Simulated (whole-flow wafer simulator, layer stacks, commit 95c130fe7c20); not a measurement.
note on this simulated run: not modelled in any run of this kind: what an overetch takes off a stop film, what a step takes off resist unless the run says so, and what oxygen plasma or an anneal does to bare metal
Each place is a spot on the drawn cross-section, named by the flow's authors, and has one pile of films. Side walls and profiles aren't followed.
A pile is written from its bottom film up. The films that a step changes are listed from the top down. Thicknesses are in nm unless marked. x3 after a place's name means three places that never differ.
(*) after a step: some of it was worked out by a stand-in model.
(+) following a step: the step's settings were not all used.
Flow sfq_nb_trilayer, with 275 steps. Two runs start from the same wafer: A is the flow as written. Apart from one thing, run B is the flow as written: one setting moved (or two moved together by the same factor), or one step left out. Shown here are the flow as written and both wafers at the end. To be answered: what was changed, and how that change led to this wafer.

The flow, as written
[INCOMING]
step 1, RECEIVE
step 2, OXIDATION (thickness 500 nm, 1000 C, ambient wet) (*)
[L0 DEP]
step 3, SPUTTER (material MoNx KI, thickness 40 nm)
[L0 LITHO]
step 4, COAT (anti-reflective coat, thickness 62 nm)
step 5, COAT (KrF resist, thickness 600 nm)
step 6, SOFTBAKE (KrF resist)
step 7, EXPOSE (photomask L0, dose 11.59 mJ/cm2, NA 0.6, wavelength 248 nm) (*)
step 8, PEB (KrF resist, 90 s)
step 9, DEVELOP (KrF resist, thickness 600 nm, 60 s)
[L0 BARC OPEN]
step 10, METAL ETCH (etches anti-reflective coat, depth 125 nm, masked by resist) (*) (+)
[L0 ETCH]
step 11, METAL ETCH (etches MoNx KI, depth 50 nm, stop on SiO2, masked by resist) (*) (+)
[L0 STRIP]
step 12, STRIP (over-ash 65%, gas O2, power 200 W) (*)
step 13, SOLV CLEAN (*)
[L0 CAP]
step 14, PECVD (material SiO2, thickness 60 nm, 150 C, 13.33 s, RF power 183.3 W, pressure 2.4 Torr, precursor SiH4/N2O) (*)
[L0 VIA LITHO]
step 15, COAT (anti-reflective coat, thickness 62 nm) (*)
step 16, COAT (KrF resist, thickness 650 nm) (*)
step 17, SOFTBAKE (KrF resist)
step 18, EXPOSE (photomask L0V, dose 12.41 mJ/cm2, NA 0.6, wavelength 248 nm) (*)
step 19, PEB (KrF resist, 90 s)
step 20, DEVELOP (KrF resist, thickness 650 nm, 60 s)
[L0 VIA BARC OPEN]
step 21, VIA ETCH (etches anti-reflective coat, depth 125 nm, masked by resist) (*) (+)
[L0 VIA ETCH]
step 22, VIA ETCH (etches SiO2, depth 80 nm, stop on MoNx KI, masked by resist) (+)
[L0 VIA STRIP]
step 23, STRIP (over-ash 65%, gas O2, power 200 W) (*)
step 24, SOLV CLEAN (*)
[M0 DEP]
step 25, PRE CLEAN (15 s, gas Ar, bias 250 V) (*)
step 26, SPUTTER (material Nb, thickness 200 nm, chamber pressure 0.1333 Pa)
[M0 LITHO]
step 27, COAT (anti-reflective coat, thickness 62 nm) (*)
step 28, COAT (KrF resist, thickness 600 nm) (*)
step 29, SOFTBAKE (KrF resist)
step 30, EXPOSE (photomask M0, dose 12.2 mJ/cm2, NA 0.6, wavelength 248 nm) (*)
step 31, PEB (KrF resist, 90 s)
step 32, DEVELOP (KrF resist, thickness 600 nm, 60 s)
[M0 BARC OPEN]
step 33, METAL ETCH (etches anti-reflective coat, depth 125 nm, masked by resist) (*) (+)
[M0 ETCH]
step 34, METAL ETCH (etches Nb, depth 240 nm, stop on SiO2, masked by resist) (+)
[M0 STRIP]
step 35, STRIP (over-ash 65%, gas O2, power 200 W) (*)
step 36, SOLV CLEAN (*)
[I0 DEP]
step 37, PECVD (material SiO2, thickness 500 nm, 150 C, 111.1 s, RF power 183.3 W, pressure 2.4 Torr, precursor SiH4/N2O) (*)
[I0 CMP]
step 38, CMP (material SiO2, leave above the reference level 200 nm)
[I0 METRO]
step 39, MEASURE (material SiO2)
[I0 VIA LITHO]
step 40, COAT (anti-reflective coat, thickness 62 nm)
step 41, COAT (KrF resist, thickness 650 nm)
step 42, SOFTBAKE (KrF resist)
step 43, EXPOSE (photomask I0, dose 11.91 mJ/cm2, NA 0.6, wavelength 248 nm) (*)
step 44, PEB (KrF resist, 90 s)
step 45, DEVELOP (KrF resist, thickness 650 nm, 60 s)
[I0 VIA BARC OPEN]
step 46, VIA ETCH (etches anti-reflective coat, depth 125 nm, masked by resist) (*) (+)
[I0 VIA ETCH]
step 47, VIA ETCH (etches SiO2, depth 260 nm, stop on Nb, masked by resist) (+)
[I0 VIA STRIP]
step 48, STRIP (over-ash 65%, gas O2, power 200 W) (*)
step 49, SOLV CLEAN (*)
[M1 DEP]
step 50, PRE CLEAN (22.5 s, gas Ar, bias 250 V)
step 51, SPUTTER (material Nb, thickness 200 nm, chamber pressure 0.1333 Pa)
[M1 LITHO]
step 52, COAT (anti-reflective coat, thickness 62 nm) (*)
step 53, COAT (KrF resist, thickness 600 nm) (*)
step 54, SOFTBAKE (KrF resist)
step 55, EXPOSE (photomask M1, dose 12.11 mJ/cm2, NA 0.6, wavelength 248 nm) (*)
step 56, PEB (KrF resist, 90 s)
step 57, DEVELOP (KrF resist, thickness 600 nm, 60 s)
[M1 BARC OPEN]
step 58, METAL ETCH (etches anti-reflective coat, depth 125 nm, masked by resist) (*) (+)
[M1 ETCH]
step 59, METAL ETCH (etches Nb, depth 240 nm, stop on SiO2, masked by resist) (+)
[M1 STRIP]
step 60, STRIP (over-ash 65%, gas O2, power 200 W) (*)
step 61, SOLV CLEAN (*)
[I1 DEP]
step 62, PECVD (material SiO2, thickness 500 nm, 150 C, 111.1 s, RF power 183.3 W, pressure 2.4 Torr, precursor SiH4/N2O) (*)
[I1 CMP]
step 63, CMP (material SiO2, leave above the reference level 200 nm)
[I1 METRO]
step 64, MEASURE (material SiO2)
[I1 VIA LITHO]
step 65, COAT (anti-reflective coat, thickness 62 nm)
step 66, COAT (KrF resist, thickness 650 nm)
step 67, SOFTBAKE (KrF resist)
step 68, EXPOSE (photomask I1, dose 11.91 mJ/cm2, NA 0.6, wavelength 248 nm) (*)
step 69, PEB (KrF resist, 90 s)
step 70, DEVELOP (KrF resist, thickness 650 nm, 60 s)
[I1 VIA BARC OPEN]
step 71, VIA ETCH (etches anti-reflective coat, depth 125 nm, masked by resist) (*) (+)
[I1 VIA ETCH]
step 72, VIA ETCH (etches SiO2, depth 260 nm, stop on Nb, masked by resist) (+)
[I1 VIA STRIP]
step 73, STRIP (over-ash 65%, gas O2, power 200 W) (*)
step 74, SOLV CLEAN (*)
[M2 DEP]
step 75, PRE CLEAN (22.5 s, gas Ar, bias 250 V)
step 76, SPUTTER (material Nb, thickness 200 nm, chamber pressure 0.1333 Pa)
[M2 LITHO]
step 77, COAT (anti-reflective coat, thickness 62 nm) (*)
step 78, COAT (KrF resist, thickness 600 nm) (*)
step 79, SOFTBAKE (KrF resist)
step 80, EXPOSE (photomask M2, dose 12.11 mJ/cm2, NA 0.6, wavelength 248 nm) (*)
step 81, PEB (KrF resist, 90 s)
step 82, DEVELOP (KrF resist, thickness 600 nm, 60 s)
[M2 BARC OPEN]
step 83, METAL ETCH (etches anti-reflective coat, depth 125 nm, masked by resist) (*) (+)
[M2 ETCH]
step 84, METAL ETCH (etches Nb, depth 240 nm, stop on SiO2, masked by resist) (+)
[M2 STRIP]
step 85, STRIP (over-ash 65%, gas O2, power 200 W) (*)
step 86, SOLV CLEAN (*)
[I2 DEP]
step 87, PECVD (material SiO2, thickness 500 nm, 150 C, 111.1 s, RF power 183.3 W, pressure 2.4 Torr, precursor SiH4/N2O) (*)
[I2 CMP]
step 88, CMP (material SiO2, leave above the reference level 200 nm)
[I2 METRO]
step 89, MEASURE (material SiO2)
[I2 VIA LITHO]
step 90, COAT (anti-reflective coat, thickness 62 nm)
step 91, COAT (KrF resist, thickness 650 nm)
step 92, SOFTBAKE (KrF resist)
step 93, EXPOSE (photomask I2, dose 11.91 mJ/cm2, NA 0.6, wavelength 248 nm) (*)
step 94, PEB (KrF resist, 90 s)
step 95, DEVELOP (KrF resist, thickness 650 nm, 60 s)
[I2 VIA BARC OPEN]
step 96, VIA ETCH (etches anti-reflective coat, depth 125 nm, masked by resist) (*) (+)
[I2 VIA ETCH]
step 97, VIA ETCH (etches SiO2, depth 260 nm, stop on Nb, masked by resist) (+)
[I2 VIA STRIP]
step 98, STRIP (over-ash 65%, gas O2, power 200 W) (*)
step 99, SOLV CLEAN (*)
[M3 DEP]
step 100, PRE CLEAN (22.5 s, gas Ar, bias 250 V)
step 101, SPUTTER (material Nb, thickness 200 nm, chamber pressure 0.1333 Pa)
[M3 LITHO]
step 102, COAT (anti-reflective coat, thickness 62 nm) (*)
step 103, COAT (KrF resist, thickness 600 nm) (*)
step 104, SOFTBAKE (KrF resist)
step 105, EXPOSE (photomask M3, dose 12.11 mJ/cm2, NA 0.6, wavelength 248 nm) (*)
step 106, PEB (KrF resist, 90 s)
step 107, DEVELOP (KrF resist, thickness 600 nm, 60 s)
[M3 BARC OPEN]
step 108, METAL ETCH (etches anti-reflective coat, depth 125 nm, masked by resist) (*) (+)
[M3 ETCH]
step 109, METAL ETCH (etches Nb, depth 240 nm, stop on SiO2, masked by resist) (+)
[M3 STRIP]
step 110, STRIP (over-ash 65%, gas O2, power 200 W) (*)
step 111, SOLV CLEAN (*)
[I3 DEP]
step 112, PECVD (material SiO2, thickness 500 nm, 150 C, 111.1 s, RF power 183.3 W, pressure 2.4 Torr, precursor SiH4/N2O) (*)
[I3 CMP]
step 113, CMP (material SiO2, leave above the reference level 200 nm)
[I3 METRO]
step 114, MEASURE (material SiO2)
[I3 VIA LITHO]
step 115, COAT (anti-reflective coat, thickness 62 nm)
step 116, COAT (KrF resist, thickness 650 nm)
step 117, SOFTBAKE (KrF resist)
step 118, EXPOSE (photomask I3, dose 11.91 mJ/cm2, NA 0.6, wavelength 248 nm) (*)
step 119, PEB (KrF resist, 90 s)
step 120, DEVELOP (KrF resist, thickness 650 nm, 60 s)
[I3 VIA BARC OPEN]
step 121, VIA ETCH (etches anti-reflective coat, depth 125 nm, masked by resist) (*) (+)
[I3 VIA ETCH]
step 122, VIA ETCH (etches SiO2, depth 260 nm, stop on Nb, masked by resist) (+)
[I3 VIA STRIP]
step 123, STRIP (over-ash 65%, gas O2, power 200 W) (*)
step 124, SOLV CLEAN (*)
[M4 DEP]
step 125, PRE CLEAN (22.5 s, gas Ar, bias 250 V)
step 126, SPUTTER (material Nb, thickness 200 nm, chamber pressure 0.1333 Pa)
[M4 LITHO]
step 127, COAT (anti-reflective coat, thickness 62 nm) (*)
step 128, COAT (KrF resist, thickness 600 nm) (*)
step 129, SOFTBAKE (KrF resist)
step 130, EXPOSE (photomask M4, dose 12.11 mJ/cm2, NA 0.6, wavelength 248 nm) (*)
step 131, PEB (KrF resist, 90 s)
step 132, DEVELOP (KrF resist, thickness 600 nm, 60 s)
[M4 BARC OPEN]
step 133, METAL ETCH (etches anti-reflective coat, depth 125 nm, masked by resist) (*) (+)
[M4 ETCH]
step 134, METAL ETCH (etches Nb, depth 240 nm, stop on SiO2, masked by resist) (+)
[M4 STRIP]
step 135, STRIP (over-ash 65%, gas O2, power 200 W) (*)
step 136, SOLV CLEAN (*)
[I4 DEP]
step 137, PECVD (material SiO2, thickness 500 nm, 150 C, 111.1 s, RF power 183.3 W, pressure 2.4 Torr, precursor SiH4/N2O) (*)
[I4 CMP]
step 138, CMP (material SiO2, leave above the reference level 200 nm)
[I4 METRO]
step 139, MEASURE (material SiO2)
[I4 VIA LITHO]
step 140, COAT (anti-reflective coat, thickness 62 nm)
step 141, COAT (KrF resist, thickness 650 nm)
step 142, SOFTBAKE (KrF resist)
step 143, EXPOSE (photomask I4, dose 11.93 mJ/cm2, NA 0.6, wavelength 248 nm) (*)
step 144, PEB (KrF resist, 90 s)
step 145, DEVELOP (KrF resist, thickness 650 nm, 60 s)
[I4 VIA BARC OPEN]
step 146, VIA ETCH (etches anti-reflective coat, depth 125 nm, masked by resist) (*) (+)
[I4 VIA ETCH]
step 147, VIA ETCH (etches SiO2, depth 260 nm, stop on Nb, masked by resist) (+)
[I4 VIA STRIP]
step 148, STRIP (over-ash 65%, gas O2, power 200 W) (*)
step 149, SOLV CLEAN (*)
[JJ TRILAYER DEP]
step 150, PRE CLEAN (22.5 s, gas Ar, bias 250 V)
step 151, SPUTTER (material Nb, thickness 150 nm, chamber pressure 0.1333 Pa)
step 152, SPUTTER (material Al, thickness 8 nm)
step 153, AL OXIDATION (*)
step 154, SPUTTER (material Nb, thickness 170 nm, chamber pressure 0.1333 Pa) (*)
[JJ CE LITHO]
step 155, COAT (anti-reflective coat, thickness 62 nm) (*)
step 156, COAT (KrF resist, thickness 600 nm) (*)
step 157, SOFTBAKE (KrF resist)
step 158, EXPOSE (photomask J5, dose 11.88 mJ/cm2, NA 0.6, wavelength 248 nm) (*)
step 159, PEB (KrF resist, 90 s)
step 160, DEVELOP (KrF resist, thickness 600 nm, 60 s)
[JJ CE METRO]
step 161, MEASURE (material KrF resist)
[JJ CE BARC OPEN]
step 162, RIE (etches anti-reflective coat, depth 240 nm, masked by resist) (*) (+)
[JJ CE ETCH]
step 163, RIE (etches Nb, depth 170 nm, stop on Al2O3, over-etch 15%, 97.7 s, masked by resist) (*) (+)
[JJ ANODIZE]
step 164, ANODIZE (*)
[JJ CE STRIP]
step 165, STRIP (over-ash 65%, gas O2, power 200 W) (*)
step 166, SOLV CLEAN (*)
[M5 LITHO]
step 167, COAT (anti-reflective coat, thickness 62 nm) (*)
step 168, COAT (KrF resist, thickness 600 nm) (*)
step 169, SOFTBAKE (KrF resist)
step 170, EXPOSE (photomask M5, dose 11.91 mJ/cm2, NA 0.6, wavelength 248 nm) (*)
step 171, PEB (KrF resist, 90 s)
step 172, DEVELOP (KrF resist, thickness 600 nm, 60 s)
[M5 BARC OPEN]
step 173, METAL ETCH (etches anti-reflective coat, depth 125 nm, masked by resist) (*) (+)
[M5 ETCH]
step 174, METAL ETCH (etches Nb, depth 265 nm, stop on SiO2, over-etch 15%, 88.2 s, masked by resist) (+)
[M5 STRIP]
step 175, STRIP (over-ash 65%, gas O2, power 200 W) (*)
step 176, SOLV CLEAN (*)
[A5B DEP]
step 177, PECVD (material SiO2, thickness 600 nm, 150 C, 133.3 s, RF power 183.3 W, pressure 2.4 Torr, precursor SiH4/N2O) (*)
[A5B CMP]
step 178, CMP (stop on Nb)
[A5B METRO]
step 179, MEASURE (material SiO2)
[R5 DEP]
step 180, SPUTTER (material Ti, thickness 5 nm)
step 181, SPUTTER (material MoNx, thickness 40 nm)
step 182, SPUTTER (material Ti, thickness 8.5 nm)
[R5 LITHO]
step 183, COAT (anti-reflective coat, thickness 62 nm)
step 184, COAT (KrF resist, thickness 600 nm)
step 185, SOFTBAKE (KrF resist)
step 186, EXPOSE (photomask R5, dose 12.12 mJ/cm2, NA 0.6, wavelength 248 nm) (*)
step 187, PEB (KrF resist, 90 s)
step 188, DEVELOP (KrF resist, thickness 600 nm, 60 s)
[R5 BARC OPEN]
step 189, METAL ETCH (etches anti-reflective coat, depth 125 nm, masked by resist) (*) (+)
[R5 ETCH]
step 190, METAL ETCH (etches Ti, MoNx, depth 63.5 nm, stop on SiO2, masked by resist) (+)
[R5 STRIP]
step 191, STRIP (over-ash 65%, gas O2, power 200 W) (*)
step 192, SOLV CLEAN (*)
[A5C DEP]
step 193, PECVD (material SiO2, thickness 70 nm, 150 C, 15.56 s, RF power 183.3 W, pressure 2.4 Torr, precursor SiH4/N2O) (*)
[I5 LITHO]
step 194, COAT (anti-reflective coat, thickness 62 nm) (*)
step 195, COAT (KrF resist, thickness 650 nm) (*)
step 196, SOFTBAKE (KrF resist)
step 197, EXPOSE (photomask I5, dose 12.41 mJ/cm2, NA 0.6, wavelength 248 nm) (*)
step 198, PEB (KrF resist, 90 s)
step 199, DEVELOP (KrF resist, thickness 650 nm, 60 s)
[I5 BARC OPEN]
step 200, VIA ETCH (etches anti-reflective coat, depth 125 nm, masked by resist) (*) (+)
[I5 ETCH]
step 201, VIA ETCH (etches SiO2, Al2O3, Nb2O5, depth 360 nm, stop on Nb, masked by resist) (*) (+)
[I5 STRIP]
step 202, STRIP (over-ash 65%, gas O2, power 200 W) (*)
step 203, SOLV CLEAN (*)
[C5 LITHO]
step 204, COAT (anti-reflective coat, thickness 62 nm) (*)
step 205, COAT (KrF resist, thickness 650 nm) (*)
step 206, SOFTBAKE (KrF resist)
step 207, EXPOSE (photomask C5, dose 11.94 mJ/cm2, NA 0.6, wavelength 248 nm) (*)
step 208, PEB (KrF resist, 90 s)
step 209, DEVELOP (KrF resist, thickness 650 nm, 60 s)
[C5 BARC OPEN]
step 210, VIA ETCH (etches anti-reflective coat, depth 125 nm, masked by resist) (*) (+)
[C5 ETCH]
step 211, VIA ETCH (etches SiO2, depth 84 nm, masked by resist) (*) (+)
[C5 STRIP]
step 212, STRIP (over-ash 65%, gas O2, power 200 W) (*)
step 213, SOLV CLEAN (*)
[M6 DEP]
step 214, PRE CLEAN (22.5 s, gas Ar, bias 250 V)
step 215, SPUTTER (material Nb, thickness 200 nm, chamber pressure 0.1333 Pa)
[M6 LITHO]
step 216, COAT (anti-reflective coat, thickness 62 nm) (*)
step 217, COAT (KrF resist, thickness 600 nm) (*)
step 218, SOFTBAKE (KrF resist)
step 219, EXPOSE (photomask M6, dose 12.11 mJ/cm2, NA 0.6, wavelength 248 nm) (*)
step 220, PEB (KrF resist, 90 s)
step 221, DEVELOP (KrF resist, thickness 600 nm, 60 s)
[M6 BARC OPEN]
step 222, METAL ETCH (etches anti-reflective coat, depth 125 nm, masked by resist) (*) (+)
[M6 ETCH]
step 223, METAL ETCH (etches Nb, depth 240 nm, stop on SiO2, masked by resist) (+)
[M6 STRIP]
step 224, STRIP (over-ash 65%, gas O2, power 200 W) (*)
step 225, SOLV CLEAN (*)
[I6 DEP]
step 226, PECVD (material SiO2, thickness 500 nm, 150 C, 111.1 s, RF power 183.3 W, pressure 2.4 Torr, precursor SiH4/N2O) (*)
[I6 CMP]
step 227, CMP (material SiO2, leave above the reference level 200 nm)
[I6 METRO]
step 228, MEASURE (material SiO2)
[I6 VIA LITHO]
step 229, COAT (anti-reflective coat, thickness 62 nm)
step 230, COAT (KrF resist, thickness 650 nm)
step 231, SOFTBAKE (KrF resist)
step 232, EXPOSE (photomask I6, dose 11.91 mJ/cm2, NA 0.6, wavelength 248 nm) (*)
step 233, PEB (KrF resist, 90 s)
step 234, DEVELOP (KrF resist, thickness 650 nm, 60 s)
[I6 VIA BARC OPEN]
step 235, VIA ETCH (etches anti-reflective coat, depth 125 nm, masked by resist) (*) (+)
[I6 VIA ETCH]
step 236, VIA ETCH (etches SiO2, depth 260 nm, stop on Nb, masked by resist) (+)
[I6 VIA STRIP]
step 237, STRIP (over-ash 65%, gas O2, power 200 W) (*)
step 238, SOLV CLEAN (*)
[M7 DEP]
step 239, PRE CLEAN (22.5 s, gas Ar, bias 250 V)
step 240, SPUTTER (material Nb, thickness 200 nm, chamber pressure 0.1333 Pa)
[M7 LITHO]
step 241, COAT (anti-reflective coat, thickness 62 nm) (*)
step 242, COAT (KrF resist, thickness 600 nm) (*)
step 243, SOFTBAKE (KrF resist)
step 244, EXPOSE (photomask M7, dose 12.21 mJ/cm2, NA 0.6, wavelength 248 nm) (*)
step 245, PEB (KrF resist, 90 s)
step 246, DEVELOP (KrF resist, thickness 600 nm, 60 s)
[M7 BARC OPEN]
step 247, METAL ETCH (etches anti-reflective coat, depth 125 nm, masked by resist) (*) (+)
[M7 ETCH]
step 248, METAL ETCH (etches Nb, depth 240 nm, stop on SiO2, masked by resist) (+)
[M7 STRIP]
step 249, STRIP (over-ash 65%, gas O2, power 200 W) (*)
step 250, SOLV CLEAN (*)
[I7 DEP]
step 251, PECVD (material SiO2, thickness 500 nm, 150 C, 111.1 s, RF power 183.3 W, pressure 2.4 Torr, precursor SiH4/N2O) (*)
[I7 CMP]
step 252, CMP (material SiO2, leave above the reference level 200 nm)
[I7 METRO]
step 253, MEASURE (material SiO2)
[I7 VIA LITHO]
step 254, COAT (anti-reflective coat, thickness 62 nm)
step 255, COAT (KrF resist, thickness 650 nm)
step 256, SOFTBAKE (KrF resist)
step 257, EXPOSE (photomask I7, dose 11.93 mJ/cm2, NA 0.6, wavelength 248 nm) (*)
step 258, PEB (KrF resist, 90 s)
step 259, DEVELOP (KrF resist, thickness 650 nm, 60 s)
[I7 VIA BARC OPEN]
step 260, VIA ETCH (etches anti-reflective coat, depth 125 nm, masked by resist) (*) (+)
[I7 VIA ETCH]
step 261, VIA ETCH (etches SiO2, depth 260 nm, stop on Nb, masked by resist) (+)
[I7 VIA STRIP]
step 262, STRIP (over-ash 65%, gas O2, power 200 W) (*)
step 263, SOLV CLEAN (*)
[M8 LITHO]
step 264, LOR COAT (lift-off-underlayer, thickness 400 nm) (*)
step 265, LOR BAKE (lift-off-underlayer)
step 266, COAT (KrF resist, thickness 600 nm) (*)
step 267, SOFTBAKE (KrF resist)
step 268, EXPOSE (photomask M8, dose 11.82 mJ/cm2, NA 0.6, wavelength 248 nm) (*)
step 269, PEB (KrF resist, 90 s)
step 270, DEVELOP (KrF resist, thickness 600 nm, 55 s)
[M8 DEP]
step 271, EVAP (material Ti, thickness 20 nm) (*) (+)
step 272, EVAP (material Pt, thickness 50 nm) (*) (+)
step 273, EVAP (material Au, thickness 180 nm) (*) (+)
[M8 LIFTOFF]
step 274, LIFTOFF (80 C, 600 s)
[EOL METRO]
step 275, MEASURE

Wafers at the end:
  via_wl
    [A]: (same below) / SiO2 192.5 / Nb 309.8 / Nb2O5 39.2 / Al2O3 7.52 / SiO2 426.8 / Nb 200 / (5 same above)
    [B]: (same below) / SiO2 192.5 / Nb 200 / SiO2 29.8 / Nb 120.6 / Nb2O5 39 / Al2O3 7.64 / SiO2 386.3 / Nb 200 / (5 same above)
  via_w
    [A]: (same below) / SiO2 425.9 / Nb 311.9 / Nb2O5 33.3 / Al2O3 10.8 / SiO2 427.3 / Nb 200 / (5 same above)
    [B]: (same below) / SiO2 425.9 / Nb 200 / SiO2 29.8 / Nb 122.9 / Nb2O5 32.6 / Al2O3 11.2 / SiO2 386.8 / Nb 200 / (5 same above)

Cause: step 147, VIA ETCH: depth 162.5 nm was run, whereas the flow has depth 260 nm.

How this came from the change, step by step:
  step 147, VIA ETCH (etches SiO2, depth 260 nm, stop on Nb, masked by resist) (+)
      via_wl, via_w, via_wr: A SiO2 loses 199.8 (all of it) | B SiO2 loses 162.5
      field_l, v_sur, via_sp and 100 more: A KrF resist loses 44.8 | B KrF resist loses 28
  step 148, STRIP (over-ash 65%, gas O2, power 200 W) (*)
      field_l, v_sur, via_sp and 100 more: A KrF resist loses 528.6 (all of it), anti-reflective coat loses 62 (all of it) | B KrF resist loses 545.4 (all of it), anti-reflective coat loses 62 (all of it)
  step 150, PRE CLEAN (22.5 s, gas Ar, bias 250 V)
      via_wl, via_w, via_wr: A Nb loses 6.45 | B SiO2 loses 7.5
  step 151, SPUTTER (material Nb, thickness 150 nm, chamber pressure 0.1333 Pa)
      via_wl, via_w, via_wr: A Nb gains 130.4 | B Nb gains 134.6 (new film)
  step 154, SPUTTER (material Nb, thickness 170 nm, chamber pressure 0.1333 Pa) (*)
      via_wl, via_wr: A Nb gains 140.7 (new film) | B Nb gains 147 (new film)
      via_w: A Nb gains 141 (new film) | B Nb gains 147.3 (new film)
  step 155, COAT (anti-reflective coat, thickness 62 nm) (*)
      via_wl, via_wr: A anti-reflective coat gains 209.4 (new film) | B anti-reflective coat gains 174.5 (new film)
      v_sur: A anti-reflective coat gains 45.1 (new film) | B anti-reflective coat gains 46.7 (new film)
      (as well as at 2 more places)
  step 156, COAT (KrF resist, thickness 600 nm) (*)
      via_w: A KrF resist gains 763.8 (new film) | B KrF resist gains 729.3 (new film)
  step 160, DEVELOP (KrF resist, thickness 600 nm, 60 s)
      via_w: A KrF resist loses 762.1 (all of it) | B KrF resist loses 727.7 (all of it)
  step 162, RIE (etches anti-reflective coat, depth 240 nm, masked by resist) (*) (+)
      ce_l, c5j, ce_r, wl_jj: A KrF resist loses 209.4 | B KrF resist loses 174.5
      via_wl, via_wr: A anti-reflective coat loses 209.4 (all of it) | B anti-reflective coat loses 174.5 (all of it)
      (as well as at 3 more places)
  step 163, RIE (etches Nb, depth 170 nm, stop on Al2O3, over-etch 15%, 97.7 s, masked by resist) (*) (+)
      via_wl, via_wr: A Nb loses 140.7 (all of it), Al2O3 loses 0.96 (all of it) | B Nb loses 147 (all of it), Al2O3 loses 0.96 (all of it)
      via_w: A Nb loses 141 (all of it), Al2O3 loses 0.96 (all of it) | B Nb loses 147.3 (all of it), Al2O3 loses 0.96 (all of it)
  step 164, ANODIZE (*)
      via_w: A Al2O3 gains 10.8 (new film), Nb2O5 gains 33.3 (new film), Al loses 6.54 (all of it), Nb loses 12 | B Al2O3 gains 11.2 (new film), Nb2O5 gains 32.6 (new film), Al loses 6.78 (all of it), Nb loses 11.7
  step 165, STRIP (over-ash 65%, gas O2, power 200 W) (*)
      ce_l: A KrF resist loses 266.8 (all of it), anti-reflective coat loses 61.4 (all of it) | B KrF resist loses 301.9 (all of it), anti-reflective coat loses 61.5 (all of it)
      c5j: A KrF resist loses 266.9 (all of it), anti-reflective coat loses 61.5 (all of it) | B KrF resist loses 302 (all of it), anti-reflective coat loses 61.6 (all of it)
      (as well as at 2 more places)
  step 167, COAT (anti-reflective coat, thickness 62 nm) (*)
      v_sur: A anti-reflective coat gains 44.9 (new film) | B anti-reflective coat gains 43.3 (new film)
      via_wl: A anti-reflective coat gains 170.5 (new film) | B anti-reflective coat gains 132.3 (new film)
      (as well as at 2 more places)
  step 168, COAT (KrF resist, thickness 600 nm) (*)
      via_w: A KrF resist gains 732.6 (new film) | B KrF resist gains 709.6 (new film)
  step 175, STRIP (over-ash 65%, gas O2, power 200 W) (*)
      v_sur: A KrF resist loses 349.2 (all of it), anti-reflective coat loses 44.9 (all of it) | B KrF resist loses 355.3 (all of it), anti-reflective coat loses 43.3 (all of it)
      via_wl: A KrF resist loses 427 (all of it), anti-reflective coat loses 170.5 (all of it) | B KrF resist loses 431.3 (all of it), anti-reflective coat loses 132.3 (all of it)
      (as well as at 2 more places)
  step 178, CMP (stop on Nb)
      via_wl, via_wr: A SiO2 loses 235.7 | B SiO2 loses 276.2
      via_w: A SiO2 loses 235.2 | B SiO2 loses 275.7
If metal films that touch count as one body, via_wl has 8 bodies (between them, from the top down: SiO2 192.5; SiO2 386.3 / Al2O3 7.64 / Nb2O5 39; SiO2 29.8; SiO2 192.5; SiO2 192.5; SiO2 192.5; SiO2 192.5); the flow as written gives 7 bodies (between them, from the top down: SiO2 192.5; SiO2 426.8 / Al2O3 7.52 / Nb2O5 39.2; SiO2 192.5; SiO2 192.5; SiO2 192.5; SiO2 192.5).
If metal films that touch count as one body, via_w has 6 bodies (between them, from the top down: SiO2 192.5; SiO2 386.8 / Al2O3 11.2 / Nb2O5 32.6; SiO2 29.8; SiO2 425.9; SiO2 416.9); the flow as written gives 5 bodies (between them, from the top down: SiO2 192.5; SiO2 427.3 / Al2O3 10.8 / Nb2O5 33.3; SiO2 425.9; SiO2 416.9).
